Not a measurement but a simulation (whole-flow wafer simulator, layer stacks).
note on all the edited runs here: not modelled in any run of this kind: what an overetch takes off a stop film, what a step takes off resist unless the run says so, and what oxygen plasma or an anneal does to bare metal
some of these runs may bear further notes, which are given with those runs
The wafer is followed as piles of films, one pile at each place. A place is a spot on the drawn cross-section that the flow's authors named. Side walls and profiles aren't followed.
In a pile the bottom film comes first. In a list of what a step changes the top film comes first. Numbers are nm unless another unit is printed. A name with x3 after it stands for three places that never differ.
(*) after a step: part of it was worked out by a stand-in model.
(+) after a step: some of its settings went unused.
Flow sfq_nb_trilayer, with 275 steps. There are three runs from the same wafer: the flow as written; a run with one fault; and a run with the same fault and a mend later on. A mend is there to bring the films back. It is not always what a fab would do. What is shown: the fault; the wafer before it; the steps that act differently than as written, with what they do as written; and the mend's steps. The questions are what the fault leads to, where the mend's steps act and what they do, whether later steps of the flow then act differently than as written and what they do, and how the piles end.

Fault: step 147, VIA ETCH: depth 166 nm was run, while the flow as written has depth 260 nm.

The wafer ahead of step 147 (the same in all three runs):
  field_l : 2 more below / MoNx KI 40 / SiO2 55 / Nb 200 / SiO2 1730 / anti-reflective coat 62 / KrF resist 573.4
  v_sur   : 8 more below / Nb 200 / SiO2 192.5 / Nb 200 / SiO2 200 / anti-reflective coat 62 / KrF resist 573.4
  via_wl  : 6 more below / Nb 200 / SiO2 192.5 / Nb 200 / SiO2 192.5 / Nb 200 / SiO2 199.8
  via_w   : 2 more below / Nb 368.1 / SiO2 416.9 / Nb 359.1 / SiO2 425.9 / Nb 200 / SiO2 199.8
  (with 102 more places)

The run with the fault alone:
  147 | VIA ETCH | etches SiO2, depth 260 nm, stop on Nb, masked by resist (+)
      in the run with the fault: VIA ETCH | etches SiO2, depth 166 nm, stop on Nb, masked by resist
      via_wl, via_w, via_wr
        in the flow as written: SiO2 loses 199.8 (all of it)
        in the run with the fault: SiO2 loses 166
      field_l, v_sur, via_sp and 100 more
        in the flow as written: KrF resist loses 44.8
        in the run with the fault: KrF resist loses 28.6
  Steps later in the flow that act otherwise than as written (6 more steps, not shown, differ only slightly: by at most 2% or 0.5 nm, whichever is larger):
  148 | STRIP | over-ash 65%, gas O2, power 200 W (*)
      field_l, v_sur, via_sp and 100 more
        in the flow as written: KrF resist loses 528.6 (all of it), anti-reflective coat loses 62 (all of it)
        in the run with the fault: KrF resist loses 544.8 (all of it), anti-reflective coat loses 62 (all of it)
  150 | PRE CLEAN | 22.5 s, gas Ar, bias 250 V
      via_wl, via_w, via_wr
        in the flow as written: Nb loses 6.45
        in the run with the fault: SiO2 loses 7.5
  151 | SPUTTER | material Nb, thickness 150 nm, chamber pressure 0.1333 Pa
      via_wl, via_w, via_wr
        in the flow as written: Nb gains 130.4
        in the run with the fault: Nb gains 134.2 (new film)
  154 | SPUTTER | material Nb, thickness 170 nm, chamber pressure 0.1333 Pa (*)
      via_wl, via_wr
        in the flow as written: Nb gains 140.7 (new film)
        in the run with the fault: Nb gains 146.4 (new film)
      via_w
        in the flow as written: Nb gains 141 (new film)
        in the run with the fault: Nb gains 146.7 (new film)
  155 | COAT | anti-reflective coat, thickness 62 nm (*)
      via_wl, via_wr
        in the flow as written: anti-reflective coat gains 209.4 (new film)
        in the run with the fault: anti-reflective coat gains 177.7 (new film)
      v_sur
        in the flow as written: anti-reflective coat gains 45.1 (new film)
        in the run with the fault: anti-reflective coat gains 46.5 (new film)
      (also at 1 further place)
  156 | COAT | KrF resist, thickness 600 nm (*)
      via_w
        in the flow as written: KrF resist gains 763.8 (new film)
        in the run with the fault: KrF resist gains 732.6 (new film)
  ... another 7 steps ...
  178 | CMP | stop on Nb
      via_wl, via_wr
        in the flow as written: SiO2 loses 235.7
        in the run with the fault: SiO2 loses 272.3
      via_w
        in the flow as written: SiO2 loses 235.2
        in the run with the fault: SiO2 loses 271.8
  At via_wl, via_w, via_wr, the piles at the end differ from the flow's by more than 2% or 0.5 nm, whichever is larger.
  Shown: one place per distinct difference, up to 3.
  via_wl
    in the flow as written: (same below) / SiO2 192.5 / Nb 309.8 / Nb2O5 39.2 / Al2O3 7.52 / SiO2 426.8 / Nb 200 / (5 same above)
    in the run with the fault: (same below) / SiO2 192.5 / Nb 200 / SiO2 26.3 / Nb 120.2 / Nb2O5 39 / Al2O3 7.63 / SiO2 390.2 / Nb 200 / (5 same above)
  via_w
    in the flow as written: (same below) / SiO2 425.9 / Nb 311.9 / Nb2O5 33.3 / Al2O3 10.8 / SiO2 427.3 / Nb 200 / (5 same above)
    in the run with the fault: (same below) / SiO2 425.9 / Nb 200 / SiO2 26.3 / Nb 122.4 / Nb2O5 32.7 / Al2O3 11.2 / SiO2 390.7 / Nb 200 / (5 same above)

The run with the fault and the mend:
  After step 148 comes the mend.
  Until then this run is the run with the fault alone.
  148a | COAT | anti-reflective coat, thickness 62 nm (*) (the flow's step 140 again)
      p4_fl x3, p4_w1 x9, p4_g1 x2 and 63 more
        anti-reflective coat gains 62 (new film)
      be_r, r_sur, res and 8 more
        anti-reflective coat gains 61.7 (new film)
      jj_sur, ce_l, c5j, ce_r, sp_r
        anti-reflective coat gains 61.6 (new film)
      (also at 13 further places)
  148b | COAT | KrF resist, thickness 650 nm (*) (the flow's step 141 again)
      p4_fl x3, p4_w1 x9, p4_g1 x2 and 63 more
        KrF resist gains 650 (new film)
      moat, field_r, lsp_l, ln_m5, lsp_m, ln_m6, lsp_r, l0_sur
        KrF resist gains 649.4 (new film)
      r_sur, res, r_end, l0v
        KrF resist gains 649.3 (new film)
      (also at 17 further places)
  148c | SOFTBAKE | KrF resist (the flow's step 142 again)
      leaves every film unchanged at each place that is followed
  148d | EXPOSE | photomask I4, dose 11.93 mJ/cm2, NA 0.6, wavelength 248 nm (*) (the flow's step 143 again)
      leaves every film unchanged at each place that is followed
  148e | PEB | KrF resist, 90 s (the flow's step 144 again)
      c5j, ce_r, sp_r and 90 more
        KrF resist loses 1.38
      v_sur, wire, be, be_sur, gap, jj_sur, ce_l
        KrF resist loses 1.37
      field_l, via_sp, via_v
        KrF resist loses 1.36
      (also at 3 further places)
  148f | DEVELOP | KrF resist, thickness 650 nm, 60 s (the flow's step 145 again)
      field_l, v_sur, via_sp and 100 more
        KrF resist loses 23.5
      via_wl
        KrF resist loses 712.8 (all of it)
      via_w
        KrF resist loses 760 (all of it)
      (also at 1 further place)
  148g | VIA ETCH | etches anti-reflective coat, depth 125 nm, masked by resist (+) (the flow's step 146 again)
      field_l, v_sur, via_sp and 100 more
        KrF resist loses 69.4
      via_wl, via_wr
        anti-reflective coat loses 125
      via_w
        anti-reflective coat loses 82.4 (all of it), SiO2 loses 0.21
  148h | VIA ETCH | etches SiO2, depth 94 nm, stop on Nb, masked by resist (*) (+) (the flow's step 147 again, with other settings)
      field_l, v_sur, via_sp and 100 more
        KrF resist loses 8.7
      via_wl
        anti-reflective coat loses 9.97 (all of it), SiO2 loses 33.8 (all of it)
      via_w
        SiO2 loses 33.6 (all of it)
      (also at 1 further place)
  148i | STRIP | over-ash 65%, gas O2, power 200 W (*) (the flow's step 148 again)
      p4_fl x3, p4_w1 x9, p4_g1 x2 and 63 more
        KrF resist loses 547 (all of it), anti-reflective coat loses 62 (all of it)
      field_r, lsp_l, ln_m5, lsp_m, ln_m6, lsp_r
        KrF resist loses 546.4 (all of it), anti-reflective coat loses 61.7 (all of it)
      res, r_end, moat
        KrF resist loses 546.3 (all of it), anti-reflective coat loses 61.7 (all of it)
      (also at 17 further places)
  Later steps of the flow that are run all act as written at every place that is followed, up to a difference of at most 2% or 0.5 nm, whichever is larger.
  By the end, the piles equal the flow's at every place that both follow.
